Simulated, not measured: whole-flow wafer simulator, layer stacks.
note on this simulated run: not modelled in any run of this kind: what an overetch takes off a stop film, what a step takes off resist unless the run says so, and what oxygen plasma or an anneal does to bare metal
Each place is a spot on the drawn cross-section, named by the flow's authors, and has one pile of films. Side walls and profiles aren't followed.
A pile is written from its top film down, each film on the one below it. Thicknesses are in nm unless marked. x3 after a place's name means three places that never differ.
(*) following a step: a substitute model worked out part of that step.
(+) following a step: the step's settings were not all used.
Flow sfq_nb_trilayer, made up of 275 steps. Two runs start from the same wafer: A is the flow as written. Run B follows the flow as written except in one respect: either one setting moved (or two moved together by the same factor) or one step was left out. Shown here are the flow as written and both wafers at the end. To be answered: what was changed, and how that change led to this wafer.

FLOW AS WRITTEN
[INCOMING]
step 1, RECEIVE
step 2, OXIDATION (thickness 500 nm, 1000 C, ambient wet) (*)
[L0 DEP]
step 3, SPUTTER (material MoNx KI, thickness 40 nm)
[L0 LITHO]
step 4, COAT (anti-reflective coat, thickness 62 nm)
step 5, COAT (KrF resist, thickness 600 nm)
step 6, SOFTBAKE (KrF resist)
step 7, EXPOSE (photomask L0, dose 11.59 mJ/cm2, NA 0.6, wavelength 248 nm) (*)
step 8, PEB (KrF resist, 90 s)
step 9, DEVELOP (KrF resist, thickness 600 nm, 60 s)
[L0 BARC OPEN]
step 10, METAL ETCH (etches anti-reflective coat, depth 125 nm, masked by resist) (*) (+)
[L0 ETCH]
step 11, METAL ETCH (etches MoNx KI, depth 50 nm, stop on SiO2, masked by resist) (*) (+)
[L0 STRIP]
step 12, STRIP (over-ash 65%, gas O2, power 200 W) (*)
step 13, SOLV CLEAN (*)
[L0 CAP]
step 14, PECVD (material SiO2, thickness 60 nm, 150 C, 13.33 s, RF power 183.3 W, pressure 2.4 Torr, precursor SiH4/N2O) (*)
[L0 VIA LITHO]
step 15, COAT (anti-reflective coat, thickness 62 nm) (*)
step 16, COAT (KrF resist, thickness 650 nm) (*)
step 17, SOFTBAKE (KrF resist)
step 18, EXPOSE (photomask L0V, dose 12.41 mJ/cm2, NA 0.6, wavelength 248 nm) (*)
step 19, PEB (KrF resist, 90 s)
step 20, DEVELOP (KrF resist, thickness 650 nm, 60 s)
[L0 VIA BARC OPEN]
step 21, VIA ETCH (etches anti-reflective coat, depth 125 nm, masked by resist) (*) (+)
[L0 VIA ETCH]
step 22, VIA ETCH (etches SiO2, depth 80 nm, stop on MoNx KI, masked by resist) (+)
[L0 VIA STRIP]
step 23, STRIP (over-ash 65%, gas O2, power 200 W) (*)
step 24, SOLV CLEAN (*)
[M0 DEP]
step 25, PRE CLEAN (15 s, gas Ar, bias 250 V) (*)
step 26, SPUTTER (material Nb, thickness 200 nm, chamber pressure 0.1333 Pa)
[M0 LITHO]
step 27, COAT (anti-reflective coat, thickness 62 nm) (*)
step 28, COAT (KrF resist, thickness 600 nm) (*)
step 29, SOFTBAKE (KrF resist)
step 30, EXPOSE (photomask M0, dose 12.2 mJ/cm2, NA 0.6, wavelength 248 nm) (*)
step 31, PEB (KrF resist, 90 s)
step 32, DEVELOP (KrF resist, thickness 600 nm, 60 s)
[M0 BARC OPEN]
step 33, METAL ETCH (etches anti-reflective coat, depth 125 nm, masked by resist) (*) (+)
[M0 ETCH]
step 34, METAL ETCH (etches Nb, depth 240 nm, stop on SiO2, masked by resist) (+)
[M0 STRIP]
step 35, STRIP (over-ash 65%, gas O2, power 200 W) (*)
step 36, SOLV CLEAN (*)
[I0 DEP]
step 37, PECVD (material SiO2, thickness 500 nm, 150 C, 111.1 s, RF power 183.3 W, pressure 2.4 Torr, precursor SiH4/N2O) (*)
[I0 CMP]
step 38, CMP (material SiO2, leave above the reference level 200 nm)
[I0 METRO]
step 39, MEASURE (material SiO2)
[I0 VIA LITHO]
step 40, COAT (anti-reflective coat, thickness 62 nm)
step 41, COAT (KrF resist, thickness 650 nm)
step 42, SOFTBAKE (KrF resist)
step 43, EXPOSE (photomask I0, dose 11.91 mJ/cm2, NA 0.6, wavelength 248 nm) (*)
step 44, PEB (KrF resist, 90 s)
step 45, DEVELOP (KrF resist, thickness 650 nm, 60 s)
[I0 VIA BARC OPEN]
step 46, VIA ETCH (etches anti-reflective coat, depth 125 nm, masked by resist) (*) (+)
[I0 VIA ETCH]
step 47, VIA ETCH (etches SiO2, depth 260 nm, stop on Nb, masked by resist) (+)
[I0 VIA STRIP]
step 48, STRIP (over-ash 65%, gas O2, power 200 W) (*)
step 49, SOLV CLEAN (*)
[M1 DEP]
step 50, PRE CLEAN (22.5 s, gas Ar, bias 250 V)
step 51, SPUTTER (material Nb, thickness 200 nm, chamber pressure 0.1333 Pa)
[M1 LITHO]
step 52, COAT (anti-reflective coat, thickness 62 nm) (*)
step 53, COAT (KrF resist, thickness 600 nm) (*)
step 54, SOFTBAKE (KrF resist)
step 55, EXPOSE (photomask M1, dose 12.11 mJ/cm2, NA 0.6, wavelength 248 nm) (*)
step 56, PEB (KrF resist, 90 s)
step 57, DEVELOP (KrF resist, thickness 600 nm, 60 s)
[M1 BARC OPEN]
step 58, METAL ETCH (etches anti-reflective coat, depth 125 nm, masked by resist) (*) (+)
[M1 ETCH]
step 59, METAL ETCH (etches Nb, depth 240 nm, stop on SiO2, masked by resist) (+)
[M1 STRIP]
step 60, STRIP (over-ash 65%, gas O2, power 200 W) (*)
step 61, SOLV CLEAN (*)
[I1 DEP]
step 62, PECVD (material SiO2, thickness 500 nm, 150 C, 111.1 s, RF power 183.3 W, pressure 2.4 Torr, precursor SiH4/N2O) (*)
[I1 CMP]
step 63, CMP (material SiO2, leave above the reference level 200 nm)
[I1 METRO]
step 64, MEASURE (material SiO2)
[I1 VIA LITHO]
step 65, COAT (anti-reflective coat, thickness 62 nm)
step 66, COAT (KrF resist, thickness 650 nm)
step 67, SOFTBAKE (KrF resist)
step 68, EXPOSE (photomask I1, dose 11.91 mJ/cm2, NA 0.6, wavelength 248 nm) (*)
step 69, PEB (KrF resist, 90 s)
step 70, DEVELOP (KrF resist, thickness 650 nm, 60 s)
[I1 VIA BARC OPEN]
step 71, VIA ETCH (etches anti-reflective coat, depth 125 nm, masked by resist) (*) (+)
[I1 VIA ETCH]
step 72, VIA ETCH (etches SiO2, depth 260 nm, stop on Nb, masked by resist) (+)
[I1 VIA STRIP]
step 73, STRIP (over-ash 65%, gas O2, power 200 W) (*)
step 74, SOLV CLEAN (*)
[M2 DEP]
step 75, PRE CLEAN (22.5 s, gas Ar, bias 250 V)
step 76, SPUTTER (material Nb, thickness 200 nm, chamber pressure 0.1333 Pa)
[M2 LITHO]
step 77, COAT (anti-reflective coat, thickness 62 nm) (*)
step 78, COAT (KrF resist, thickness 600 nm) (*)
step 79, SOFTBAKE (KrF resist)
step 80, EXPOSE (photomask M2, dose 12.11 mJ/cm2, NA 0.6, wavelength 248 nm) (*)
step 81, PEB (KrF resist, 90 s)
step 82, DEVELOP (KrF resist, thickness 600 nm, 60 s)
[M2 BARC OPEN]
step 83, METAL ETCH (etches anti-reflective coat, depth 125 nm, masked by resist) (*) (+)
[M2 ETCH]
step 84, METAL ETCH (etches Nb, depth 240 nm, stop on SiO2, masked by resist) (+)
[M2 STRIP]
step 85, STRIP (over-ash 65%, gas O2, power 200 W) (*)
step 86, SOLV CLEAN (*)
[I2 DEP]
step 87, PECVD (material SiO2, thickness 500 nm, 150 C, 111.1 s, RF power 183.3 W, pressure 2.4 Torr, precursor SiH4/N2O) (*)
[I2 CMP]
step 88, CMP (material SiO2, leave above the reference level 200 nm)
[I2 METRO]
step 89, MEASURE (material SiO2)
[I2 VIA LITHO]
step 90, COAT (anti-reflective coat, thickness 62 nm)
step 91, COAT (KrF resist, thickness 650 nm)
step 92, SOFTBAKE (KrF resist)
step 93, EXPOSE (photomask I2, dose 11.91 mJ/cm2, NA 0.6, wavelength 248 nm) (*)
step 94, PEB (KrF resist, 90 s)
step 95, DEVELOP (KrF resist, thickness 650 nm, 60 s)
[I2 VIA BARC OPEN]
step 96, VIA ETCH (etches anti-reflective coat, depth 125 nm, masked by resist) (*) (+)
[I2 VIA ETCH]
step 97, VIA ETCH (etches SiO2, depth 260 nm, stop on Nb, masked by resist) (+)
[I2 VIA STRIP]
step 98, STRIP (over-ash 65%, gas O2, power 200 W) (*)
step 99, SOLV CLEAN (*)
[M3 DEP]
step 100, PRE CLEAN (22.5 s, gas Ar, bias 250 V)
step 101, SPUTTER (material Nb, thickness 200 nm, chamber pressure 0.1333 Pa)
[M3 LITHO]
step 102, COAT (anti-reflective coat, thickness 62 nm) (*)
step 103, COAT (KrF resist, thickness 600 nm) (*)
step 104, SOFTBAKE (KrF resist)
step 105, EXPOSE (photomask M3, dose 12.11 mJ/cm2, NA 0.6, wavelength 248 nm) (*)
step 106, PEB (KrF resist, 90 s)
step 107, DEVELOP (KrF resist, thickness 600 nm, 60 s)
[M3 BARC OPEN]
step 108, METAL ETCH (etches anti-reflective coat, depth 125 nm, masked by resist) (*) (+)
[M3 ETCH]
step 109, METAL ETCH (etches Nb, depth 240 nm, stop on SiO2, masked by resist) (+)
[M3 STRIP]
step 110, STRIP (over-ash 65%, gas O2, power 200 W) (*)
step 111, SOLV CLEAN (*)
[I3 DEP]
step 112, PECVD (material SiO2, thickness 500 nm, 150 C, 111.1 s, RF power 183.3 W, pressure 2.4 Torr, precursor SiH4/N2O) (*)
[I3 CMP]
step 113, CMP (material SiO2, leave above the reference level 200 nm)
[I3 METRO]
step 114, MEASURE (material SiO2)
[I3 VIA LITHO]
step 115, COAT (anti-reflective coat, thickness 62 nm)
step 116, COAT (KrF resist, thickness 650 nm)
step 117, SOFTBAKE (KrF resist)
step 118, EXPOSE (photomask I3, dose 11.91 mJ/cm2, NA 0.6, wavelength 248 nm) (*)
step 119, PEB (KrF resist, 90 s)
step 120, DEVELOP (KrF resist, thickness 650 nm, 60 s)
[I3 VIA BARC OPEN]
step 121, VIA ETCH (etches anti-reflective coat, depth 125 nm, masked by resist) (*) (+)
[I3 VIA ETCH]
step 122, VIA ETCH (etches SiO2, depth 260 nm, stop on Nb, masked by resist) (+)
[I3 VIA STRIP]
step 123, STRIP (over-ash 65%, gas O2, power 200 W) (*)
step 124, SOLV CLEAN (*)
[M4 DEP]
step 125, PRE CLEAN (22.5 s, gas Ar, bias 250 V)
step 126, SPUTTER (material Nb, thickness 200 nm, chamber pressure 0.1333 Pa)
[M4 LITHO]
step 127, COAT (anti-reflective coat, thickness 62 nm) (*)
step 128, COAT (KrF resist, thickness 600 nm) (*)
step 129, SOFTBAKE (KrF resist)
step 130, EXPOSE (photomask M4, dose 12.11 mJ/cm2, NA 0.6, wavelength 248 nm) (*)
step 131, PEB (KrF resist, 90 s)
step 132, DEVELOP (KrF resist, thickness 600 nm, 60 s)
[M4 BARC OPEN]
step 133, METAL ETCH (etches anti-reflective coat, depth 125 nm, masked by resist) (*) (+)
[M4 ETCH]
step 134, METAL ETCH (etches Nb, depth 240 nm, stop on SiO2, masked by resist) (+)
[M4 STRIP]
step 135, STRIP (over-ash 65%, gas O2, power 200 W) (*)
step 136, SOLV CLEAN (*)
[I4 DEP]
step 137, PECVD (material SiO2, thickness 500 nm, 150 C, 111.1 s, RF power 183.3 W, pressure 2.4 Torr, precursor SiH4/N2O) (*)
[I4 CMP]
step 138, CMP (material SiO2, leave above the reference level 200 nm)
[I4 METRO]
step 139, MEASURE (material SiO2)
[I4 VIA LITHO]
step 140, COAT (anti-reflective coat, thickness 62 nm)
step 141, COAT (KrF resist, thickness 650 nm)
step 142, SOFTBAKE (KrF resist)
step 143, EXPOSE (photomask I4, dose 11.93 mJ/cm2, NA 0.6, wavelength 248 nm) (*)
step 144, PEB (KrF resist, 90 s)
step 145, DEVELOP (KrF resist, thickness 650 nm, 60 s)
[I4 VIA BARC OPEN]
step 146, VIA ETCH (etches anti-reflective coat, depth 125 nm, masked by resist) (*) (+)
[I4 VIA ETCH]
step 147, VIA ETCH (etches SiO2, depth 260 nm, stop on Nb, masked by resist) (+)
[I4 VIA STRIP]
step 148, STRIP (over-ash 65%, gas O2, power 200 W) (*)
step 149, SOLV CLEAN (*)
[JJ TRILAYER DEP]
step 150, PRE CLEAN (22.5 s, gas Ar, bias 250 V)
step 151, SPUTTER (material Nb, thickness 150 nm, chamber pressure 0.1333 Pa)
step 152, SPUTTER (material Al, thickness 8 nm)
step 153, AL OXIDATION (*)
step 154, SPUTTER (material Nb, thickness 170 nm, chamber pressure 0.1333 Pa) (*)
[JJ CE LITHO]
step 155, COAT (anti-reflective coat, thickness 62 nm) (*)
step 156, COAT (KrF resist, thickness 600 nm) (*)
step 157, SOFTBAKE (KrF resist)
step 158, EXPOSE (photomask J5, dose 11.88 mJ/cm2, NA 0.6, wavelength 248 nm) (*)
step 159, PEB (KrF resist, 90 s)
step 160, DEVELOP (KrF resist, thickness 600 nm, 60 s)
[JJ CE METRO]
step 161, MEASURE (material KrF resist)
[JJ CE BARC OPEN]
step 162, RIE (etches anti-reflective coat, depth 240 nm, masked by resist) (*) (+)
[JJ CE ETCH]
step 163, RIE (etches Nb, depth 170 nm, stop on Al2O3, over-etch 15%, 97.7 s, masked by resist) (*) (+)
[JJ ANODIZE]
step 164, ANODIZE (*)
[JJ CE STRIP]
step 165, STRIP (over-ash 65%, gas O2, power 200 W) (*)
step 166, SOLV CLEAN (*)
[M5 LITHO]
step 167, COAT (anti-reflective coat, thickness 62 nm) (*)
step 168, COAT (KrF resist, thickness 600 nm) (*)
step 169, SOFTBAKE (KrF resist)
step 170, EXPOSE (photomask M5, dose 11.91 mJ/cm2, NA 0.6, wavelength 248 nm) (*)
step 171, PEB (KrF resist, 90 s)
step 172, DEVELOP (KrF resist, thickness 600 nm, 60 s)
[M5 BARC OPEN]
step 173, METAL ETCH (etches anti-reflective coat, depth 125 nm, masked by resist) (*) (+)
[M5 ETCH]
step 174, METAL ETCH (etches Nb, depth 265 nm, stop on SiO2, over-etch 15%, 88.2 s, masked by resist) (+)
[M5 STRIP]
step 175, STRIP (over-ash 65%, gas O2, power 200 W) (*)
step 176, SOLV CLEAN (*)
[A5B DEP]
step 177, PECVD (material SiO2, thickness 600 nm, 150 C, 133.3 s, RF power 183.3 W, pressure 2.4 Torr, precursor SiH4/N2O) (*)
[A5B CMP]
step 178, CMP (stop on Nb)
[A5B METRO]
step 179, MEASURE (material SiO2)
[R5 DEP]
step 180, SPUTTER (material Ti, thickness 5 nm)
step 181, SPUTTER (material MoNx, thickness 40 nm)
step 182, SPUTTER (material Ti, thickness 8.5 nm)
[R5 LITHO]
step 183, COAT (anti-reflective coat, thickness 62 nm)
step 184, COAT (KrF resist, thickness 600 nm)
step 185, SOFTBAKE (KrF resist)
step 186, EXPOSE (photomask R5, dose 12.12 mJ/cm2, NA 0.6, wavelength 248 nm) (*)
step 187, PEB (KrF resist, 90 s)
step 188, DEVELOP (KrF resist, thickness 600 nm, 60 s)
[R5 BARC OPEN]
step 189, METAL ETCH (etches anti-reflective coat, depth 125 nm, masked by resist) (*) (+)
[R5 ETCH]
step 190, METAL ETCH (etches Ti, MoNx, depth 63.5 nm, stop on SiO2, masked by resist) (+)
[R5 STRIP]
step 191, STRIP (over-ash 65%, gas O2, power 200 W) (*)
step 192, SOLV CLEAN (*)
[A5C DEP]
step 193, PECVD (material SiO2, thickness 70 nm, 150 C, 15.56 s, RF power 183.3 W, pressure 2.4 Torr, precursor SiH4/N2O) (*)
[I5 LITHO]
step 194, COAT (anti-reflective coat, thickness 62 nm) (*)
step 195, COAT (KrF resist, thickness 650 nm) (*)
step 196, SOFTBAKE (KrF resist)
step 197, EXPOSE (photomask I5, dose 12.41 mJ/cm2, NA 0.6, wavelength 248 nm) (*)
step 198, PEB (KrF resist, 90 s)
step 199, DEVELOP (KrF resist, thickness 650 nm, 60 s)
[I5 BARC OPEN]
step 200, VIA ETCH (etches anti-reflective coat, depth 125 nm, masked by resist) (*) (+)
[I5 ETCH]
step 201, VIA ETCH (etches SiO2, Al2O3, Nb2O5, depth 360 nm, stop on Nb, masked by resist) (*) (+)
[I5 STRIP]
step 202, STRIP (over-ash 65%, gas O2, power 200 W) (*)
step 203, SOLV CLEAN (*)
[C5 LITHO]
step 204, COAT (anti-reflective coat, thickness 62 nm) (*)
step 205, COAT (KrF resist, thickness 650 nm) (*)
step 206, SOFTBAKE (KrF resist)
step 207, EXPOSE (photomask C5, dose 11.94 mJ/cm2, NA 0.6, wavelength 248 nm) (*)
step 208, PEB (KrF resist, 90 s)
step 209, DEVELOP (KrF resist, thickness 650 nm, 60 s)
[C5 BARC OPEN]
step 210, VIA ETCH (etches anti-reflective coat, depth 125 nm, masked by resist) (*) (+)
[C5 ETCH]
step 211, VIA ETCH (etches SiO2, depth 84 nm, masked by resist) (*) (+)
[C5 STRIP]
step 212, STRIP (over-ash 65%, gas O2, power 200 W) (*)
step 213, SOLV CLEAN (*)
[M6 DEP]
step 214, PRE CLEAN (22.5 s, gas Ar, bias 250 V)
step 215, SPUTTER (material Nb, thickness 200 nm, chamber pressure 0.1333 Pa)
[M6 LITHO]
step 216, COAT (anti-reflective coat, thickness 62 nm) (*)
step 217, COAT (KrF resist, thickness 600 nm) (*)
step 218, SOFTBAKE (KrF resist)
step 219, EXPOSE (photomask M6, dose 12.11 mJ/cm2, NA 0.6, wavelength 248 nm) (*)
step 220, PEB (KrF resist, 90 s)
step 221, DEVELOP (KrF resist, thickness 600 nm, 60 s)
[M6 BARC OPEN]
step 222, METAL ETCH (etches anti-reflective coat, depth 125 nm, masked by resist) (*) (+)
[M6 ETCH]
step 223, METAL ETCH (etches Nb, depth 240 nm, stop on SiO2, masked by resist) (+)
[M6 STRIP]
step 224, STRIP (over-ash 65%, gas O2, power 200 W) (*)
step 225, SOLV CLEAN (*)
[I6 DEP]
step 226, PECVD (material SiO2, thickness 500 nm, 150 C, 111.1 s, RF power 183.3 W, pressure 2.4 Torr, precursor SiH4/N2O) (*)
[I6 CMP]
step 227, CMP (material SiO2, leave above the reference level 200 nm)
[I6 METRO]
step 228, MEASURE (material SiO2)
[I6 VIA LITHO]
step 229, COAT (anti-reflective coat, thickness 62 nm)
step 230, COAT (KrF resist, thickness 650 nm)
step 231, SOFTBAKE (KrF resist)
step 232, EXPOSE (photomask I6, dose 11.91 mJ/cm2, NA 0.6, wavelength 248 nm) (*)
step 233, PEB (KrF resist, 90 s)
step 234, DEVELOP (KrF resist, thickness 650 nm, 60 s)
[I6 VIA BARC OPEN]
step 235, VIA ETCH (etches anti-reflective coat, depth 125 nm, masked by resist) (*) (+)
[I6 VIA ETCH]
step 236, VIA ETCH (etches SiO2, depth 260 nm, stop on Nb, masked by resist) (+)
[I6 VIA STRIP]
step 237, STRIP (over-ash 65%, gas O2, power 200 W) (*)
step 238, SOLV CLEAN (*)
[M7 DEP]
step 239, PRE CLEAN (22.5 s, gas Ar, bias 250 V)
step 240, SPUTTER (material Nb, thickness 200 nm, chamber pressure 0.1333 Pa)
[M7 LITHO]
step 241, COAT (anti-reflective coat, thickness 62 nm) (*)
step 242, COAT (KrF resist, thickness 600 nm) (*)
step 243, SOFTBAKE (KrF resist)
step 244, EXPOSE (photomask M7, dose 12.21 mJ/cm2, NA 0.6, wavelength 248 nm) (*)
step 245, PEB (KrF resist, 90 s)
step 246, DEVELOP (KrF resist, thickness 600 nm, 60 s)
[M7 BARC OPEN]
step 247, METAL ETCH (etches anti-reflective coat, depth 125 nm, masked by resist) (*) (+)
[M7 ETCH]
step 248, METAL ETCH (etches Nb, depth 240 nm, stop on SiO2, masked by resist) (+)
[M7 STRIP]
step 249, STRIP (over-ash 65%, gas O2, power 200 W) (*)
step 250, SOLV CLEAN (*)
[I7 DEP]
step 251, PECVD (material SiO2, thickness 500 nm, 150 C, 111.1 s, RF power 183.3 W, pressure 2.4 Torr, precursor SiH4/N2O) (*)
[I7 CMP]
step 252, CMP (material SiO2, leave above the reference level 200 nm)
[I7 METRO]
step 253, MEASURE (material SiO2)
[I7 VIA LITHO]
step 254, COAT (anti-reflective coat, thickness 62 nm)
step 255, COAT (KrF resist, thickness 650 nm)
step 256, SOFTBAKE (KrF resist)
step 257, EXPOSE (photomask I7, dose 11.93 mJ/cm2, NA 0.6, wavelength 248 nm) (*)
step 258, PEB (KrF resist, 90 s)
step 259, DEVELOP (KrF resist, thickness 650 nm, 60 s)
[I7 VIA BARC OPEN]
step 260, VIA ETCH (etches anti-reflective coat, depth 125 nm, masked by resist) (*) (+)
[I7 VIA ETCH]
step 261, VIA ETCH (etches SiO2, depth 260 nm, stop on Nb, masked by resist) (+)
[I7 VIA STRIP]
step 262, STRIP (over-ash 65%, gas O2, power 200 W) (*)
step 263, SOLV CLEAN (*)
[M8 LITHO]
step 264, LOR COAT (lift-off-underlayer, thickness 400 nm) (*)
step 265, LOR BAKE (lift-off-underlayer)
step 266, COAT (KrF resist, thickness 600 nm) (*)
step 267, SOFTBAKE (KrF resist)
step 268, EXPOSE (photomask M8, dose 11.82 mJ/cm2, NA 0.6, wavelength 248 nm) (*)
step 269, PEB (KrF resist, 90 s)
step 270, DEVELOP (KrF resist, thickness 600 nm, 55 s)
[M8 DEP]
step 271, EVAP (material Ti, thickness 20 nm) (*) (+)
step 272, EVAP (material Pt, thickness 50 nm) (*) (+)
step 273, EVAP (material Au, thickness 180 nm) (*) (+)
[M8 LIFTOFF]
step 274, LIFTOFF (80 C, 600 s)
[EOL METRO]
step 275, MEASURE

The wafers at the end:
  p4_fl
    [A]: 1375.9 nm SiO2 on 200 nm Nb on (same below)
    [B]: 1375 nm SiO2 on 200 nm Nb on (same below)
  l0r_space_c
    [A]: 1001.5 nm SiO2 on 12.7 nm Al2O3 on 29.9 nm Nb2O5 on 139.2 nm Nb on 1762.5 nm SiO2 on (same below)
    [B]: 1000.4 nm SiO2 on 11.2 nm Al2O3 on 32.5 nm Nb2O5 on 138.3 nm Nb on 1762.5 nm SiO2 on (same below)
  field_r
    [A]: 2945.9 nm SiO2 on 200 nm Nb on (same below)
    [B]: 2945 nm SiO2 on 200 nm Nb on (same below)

The reason: step 152, SPUTTER: thickness 7.12 nm was run, though the flow has thickness 8 nm.

How this came from the change, step by step:
  step 152, SPUTTER (material Al, thickness 8 nm)
      field_l, v_sur, via_sp and 100 more: A +8 Al (new film) | B +7.12 Al (new film)
      via_wl, via_wr: A +5.14 Al (new film) | B +4.57 Al (new film)
      (and at 1 other place as well)
  step 164, ANODIZE (*)
      field_l, v_sur, via_sp and 96 more: A +12.2 Al2O3, +29.9 Nb2O5 (new film), -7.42 Al (all of it), -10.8 Nb | B +10.8 Al2O3, +32.5 Nb2O5 (new film), -6.54 Al (all of it), -11.7 Nb
      via_wl, via_wr: A +7.52 Al2O3 (new film), +39.2 Nb2O5 (new film), -4.56 Al (all of it), -14.1 Nb | B +6.59 Al2O3 (new film), +40.9 Nb2O5 (new film), -3.99 Al (all of it), -14.7 Nb
      (and at 1 other place as well)
  step 167, COAT (anti-reflective coat, thickness 62 nm) (*)
      ce_l: A +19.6 anti-reflective coat (new film) | B +18.7 anti-reflective coat (new film)
      ce_r: A +19.7 anti-reflective coat (new film) | B +18.7 anti-reflective coat (new film)
  step 174, METAL ETCH (etches Nb, depth 265 nm, stop on SiO2, over-etch 15%, 88.2 s, masked by resist) (+)
      field_l, r_sur, res and 50 more: A -12.6 Al2O3 (all of it), -29.9 Nb2O5 (all of it), -139.2 Nb (all of it), -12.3 SiO2 | B -11.2 Al2O3 (all of it), -32.5 Nb2O5 (all of it), -138.3 Nb (all of it), -12.3 SiO2
  step 175, STRIP (over-ash 65%, gas O2, power 200 W) (*)
      ce_l: A -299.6 KrF resist (all of it), -19.6 anti-reflective coat (all of it) | B -301.3 KrF resist (all of it), -18.7 anti-reflective coat (all of it)
      ce_r: A -299.9 KrF resist (all of it), -19.7 anti-reflective coat (all of it) | B -301.5 KrF resist (all of it), -18.7 anti-reflective coat (all of it)
  step 201, VIA ETCH (etches SiO2, Al2O3, Nb2O5, depth 360 nm, stop on Nb, masked by resist) (*) (+)
      be: A -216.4 SiO2 (all of it), -12.7 Al2O3 (all of it), -29.9 Nb2O5 (all of it) | B -215.3 SiO2 (all of it), -11.2 Al2O3 (all of it), -32.5 Nb2O5 (all of it)
